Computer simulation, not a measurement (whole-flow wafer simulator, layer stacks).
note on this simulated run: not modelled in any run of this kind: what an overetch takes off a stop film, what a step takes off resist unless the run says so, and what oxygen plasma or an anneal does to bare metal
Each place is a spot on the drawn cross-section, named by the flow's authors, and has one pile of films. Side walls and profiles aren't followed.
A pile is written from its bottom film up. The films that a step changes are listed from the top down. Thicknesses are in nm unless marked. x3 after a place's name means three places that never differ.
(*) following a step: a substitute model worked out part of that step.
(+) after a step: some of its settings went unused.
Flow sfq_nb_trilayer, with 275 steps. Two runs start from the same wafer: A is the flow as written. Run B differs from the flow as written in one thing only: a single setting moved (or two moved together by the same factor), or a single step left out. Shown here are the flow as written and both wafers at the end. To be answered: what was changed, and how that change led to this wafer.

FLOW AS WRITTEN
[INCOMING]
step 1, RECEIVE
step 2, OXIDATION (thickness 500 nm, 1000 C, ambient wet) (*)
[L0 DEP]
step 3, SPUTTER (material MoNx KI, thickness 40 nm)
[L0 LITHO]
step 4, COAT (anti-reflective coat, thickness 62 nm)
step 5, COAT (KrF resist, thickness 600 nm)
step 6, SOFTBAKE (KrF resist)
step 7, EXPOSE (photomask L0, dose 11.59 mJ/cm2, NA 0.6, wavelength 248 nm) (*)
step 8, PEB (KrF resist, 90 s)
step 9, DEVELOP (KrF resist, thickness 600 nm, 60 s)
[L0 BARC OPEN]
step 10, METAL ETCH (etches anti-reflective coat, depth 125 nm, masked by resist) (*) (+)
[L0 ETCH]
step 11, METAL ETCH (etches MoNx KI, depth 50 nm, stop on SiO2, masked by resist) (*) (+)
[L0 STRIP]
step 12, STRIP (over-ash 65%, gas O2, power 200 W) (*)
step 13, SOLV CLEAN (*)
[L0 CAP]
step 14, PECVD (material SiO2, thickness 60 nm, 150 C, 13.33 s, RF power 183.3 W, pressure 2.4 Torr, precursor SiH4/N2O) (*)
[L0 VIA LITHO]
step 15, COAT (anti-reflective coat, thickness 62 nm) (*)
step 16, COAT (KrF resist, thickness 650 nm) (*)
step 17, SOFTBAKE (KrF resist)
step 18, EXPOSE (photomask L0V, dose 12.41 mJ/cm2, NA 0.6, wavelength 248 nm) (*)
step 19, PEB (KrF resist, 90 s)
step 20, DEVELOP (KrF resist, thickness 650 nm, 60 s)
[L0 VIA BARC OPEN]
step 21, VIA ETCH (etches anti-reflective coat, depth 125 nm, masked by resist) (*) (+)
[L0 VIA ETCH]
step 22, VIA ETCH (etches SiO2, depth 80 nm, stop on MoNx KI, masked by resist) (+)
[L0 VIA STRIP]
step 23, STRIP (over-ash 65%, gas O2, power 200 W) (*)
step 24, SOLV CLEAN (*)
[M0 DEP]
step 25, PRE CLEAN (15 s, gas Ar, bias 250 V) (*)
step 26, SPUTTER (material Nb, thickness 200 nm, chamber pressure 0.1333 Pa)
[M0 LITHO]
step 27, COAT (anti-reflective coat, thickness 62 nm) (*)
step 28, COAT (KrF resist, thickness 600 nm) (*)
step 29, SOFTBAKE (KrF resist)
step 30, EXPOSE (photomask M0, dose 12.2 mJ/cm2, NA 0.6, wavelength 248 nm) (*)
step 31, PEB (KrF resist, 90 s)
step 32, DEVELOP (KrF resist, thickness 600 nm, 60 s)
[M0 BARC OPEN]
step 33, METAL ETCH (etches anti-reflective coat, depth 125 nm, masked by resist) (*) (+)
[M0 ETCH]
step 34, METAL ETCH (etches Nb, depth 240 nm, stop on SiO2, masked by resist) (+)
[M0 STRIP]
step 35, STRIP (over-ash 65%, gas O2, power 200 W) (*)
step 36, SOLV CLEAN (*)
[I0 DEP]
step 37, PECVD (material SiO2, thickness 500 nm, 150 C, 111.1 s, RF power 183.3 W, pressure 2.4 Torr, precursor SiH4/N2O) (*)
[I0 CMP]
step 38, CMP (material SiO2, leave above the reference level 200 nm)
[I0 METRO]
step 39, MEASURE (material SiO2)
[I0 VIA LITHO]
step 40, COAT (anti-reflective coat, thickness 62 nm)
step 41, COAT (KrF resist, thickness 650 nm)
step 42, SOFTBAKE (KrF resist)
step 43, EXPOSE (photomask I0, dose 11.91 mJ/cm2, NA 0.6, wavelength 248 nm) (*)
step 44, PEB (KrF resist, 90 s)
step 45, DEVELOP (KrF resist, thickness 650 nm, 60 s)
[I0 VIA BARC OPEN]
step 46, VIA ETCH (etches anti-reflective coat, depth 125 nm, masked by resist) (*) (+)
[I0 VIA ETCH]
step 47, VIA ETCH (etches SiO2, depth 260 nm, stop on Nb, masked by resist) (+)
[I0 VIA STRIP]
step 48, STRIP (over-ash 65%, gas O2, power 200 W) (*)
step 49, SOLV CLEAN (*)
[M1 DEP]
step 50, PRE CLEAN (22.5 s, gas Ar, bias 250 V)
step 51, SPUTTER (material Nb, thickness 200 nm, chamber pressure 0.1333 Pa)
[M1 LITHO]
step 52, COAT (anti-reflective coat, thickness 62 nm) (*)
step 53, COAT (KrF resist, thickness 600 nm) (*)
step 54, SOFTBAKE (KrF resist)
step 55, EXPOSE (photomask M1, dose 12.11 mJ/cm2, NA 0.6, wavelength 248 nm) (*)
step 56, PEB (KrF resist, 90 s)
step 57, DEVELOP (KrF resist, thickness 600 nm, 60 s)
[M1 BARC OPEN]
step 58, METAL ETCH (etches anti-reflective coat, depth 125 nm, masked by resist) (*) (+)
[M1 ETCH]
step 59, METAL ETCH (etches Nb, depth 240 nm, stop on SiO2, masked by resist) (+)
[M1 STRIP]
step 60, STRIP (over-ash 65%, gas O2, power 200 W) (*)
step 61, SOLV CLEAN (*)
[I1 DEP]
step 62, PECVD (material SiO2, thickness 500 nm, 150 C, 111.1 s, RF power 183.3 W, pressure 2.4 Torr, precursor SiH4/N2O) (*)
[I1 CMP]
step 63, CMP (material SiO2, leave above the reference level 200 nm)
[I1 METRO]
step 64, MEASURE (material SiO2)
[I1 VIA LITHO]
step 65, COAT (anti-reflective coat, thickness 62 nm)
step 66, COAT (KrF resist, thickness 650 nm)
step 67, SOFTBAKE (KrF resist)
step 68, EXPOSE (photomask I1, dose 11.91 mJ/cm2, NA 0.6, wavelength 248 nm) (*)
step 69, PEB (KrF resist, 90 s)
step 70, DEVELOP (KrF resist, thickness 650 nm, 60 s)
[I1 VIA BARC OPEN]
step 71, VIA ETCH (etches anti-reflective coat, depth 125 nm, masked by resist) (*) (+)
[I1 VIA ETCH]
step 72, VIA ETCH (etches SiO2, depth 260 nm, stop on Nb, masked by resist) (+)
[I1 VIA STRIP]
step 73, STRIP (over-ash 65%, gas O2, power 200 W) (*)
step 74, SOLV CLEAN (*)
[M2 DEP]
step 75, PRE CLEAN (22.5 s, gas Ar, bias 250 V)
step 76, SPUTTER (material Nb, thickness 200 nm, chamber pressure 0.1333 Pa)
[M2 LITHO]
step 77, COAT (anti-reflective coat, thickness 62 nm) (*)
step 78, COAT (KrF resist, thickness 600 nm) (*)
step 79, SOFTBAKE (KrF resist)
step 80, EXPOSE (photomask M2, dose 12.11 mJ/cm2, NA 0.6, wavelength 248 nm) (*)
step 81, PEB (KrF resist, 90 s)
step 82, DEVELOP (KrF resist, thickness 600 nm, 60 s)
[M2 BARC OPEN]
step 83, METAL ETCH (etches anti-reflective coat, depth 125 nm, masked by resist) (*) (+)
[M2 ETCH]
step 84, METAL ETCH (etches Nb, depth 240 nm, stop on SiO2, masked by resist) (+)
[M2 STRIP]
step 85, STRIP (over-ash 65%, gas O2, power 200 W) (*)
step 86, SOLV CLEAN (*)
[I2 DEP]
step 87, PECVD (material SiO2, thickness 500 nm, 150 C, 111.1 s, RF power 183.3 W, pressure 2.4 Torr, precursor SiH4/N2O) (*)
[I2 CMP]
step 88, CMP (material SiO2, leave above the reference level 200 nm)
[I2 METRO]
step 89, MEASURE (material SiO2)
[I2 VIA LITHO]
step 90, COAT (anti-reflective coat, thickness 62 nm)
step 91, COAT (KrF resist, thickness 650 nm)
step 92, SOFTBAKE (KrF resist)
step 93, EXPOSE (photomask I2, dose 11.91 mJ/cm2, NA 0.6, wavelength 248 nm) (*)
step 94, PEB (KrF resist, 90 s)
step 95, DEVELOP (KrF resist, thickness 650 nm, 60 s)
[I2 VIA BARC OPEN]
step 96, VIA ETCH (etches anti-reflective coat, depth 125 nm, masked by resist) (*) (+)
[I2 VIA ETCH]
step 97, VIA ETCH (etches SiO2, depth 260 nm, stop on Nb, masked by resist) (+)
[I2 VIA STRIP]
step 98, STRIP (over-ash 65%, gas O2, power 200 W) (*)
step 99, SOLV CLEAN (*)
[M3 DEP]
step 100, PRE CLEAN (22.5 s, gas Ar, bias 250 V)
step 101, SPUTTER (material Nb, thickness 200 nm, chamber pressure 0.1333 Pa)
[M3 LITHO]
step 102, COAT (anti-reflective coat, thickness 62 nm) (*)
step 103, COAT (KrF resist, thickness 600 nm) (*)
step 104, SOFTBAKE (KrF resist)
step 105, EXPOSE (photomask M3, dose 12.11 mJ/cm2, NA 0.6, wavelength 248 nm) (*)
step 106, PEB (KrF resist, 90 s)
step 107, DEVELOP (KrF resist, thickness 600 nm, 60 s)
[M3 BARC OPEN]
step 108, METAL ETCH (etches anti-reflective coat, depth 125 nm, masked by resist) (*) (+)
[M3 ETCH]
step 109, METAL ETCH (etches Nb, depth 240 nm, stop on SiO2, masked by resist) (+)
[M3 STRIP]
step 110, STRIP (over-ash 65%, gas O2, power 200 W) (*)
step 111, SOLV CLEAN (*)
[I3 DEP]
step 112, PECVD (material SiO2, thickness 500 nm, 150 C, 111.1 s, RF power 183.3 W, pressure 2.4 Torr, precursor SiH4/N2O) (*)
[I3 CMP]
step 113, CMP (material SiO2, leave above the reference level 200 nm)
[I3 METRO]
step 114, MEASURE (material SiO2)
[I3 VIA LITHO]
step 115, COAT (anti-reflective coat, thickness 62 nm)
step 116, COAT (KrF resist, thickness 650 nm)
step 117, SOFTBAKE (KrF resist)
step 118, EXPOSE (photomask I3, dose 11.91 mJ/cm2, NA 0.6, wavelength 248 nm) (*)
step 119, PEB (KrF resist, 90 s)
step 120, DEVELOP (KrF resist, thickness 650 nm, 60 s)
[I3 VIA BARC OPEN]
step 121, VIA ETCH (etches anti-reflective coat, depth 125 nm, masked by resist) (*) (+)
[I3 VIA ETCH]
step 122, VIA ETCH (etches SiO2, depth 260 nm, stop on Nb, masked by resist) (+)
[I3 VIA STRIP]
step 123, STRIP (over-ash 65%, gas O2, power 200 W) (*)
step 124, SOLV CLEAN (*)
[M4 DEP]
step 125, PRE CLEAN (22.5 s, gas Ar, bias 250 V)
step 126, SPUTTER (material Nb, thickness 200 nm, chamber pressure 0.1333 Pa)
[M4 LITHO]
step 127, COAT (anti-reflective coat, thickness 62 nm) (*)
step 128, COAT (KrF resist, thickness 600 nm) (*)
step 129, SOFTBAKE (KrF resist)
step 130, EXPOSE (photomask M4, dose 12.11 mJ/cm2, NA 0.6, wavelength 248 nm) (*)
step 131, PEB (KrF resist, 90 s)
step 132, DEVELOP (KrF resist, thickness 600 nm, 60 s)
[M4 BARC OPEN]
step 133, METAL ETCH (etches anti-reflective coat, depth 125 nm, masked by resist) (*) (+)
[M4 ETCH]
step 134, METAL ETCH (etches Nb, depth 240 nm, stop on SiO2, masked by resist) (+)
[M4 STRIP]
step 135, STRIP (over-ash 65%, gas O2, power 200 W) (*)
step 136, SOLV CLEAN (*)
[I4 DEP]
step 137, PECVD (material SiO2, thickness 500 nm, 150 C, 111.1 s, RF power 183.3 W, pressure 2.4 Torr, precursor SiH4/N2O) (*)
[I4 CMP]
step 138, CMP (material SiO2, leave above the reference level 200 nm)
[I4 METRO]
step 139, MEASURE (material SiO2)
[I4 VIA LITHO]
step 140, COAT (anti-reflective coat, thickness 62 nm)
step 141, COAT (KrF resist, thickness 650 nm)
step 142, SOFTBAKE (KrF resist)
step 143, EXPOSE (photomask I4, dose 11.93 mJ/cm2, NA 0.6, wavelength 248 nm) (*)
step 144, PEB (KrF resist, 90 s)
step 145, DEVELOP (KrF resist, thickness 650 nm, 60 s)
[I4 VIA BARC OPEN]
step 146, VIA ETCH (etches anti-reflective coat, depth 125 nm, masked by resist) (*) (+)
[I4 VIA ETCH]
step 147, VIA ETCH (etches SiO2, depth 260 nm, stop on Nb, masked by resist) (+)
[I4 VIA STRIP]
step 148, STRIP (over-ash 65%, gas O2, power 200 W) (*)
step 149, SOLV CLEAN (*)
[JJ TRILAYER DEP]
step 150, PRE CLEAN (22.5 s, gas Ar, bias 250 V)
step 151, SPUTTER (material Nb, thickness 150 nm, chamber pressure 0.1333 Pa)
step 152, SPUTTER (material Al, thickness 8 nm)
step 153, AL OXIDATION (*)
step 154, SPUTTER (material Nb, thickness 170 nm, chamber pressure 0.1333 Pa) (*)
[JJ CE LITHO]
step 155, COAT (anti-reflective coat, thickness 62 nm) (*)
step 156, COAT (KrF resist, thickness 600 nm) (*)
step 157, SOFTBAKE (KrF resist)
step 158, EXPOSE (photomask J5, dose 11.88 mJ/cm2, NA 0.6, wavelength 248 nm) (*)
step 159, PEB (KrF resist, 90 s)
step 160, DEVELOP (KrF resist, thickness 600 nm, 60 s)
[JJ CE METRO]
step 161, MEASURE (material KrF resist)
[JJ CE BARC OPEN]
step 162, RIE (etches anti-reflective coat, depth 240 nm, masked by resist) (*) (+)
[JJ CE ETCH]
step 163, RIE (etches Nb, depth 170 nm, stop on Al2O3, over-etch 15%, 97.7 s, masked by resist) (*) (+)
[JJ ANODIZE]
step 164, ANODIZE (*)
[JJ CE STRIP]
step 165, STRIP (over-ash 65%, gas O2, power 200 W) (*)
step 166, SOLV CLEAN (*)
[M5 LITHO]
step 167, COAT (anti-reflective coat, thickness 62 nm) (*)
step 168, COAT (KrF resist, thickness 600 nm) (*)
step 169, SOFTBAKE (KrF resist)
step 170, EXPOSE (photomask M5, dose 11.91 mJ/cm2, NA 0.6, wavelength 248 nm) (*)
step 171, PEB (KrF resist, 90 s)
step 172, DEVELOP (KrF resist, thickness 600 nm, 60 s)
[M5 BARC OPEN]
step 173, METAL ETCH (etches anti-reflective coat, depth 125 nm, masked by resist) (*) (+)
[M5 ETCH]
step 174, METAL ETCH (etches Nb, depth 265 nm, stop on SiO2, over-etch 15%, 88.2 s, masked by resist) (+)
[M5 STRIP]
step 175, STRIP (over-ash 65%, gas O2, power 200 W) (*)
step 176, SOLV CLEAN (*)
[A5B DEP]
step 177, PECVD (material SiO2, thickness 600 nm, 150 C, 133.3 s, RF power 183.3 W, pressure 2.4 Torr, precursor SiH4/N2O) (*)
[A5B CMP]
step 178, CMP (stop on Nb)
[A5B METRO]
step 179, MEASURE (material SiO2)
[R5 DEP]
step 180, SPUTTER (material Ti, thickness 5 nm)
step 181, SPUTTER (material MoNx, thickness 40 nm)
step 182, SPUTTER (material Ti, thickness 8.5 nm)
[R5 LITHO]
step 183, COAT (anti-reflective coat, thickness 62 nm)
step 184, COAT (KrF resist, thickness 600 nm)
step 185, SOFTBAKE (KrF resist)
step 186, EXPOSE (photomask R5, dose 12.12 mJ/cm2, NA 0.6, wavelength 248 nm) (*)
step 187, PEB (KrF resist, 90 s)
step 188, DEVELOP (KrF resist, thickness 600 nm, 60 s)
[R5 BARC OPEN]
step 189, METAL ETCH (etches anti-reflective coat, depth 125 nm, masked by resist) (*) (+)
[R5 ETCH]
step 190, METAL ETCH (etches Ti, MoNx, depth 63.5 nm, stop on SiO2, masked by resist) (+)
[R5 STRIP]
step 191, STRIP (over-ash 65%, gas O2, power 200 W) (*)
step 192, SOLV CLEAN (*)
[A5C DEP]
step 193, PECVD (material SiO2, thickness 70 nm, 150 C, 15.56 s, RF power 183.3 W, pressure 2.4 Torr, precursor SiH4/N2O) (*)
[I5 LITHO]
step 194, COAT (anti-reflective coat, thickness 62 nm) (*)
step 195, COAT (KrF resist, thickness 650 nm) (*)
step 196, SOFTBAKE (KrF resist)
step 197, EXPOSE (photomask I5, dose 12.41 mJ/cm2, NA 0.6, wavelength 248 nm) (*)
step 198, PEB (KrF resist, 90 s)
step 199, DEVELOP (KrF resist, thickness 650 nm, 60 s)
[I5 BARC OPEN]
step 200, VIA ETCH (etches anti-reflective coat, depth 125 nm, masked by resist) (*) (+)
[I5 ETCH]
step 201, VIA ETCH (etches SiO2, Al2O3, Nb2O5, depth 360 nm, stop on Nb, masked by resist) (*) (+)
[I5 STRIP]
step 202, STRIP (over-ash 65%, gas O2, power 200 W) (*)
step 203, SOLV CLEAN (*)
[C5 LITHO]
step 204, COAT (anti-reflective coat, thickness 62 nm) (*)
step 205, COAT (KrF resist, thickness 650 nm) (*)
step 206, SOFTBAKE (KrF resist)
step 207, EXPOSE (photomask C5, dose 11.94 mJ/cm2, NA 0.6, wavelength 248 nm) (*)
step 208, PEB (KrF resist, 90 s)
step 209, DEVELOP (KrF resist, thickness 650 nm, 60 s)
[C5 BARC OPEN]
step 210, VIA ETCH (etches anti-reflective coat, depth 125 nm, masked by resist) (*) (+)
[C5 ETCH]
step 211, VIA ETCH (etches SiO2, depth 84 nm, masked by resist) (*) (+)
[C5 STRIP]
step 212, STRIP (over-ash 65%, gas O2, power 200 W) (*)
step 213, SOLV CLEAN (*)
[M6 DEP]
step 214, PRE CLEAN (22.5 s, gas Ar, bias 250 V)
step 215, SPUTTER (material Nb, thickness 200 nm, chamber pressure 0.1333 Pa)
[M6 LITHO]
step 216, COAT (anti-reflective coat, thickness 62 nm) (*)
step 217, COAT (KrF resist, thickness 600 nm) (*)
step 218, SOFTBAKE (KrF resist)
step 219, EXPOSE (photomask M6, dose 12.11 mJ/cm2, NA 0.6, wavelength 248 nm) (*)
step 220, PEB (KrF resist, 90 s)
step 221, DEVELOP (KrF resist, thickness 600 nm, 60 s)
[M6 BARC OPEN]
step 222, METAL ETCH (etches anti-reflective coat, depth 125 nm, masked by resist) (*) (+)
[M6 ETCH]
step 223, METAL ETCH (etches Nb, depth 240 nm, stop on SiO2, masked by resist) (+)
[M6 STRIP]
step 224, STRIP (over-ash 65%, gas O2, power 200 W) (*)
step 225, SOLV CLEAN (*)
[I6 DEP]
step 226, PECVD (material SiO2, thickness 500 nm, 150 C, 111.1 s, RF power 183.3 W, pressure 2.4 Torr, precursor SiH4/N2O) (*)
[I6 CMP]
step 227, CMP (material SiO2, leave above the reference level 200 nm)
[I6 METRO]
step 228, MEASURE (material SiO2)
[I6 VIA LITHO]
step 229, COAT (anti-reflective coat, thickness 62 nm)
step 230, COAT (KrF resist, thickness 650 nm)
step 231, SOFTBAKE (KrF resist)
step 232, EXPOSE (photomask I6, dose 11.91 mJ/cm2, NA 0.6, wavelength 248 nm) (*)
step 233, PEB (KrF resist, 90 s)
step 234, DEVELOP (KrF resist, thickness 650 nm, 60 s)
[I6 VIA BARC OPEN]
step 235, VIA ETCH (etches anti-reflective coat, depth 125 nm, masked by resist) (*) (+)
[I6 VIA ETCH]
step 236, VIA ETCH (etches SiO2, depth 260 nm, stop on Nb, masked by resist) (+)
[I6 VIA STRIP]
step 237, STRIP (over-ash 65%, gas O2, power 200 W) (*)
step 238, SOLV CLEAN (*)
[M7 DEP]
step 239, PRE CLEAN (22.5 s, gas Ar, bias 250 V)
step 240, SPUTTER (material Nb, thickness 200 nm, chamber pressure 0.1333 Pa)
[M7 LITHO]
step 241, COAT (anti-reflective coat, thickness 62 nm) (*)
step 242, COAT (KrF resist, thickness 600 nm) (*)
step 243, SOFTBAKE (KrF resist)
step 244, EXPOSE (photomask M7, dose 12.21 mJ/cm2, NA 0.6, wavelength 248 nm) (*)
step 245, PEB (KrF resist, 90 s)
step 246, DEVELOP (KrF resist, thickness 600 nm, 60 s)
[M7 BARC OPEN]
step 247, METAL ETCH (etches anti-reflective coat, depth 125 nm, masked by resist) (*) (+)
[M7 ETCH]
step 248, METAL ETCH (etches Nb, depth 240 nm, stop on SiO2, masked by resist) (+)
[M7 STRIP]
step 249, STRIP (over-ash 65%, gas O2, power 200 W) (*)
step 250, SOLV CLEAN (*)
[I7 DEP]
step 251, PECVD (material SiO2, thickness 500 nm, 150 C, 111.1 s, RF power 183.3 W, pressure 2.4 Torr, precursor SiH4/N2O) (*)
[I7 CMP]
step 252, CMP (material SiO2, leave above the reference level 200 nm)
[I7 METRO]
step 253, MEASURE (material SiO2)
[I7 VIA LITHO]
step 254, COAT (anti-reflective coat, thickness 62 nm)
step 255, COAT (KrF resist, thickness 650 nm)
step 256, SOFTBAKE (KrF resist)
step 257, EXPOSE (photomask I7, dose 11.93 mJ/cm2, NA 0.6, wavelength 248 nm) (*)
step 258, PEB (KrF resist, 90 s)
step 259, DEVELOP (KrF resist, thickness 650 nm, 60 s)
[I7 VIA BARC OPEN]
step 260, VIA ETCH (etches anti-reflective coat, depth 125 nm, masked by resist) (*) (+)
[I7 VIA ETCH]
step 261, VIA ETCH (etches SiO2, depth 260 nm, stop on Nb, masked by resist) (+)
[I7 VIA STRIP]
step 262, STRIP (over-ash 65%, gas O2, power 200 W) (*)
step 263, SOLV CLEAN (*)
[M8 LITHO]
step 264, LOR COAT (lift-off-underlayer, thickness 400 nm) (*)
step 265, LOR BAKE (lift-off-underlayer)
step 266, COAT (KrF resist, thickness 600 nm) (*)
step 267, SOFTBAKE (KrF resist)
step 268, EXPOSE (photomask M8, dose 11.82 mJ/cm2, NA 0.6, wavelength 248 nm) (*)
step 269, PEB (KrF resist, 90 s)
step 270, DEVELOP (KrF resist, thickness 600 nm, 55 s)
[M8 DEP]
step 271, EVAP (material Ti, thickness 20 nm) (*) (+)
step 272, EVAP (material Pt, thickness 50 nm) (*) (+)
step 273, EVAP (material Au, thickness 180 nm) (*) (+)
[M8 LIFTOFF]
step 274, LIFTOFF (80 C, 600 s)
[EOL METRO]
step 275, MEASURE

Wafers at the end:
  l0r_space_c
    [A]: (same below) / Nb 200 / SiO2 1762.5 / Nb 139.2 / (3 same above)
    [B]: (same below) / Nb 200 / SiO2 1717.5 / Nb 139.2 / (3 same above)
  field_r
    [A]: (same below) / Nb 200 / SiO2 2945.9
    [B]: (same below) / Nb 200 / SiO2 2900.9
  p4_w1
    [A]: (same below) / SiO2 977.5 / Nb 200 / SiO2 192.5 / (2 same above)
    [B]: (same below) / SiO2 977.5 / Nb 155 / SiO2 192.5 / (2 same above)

What caused this: step 101, SPUTTER: thickness 155 nm was run, whereas the flow has thickness 200 nm.
One can read it off the wafer: p4_w1 has Nb 155, and step 101 as written asks for 200 nm.

How this came from the change, step by step:
  step 101, SPUTTER (material Nb, thickness 200 nm, chamber pressure 0.1333 Pa)
      field_l, v_sur, via_wl and 102 more: A +200 Nb (new film) | B +155 Nb (new film)
      via_w: A +165.5 Nb | B +128 Nb
  step 102, COAT (anti-reflective coat, thickness 62 nm) (*)
      via_wl, via_wr: A +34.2 anti-reflective coat (new film) | B +33.5 anti-reflective coat (new film)
  step 109, METAL ETCH (etches Nb, depth 240 nm, stop on SiO2, masked by resist) (+)
      field_l, be, be_sur and 72 more: A -200 Nb (all of it) | B -155 Nb (all of it)
      v_sur, via_wl, via_w and 28 more: A -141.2 KrF resist | B -136.8 KrF resist
  step 110, STRIP (over-ash 65%, gas O2, power 200 W) (*)
      via_wl, via_wr: A -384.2 KrF resist (all of it), -34.2 anti-reflective coat (all of it) | B -389.8 KrF resist (all of it), -33.5 anti-reflective coat (all of it)
  step 112, PECVD (material SiO2, thickness 500 nm, 150 C, 111.1 s, RF power 183.3 W, pressure 2.4 Torr, precursor SiH4/N2O) (*)
      p4_g1, p4_g2, p3_s0, p3_s1, p3_s2, p3_s3, p3_s4, p3_s5: A +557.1 SiO2 | B +512.1 SiO2
      via_w: A +615 SiO2 (new film) | B +602.5 SiO2 (new film)
  step 113, CMP (material SiO2, leave above the reference level 200 nm)
      field_l, be, be_sur and 64 more: A -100 SiO2 | B -145 SiO2
      via_w: A -181.6 SiO2 | B -176.6 SiO2
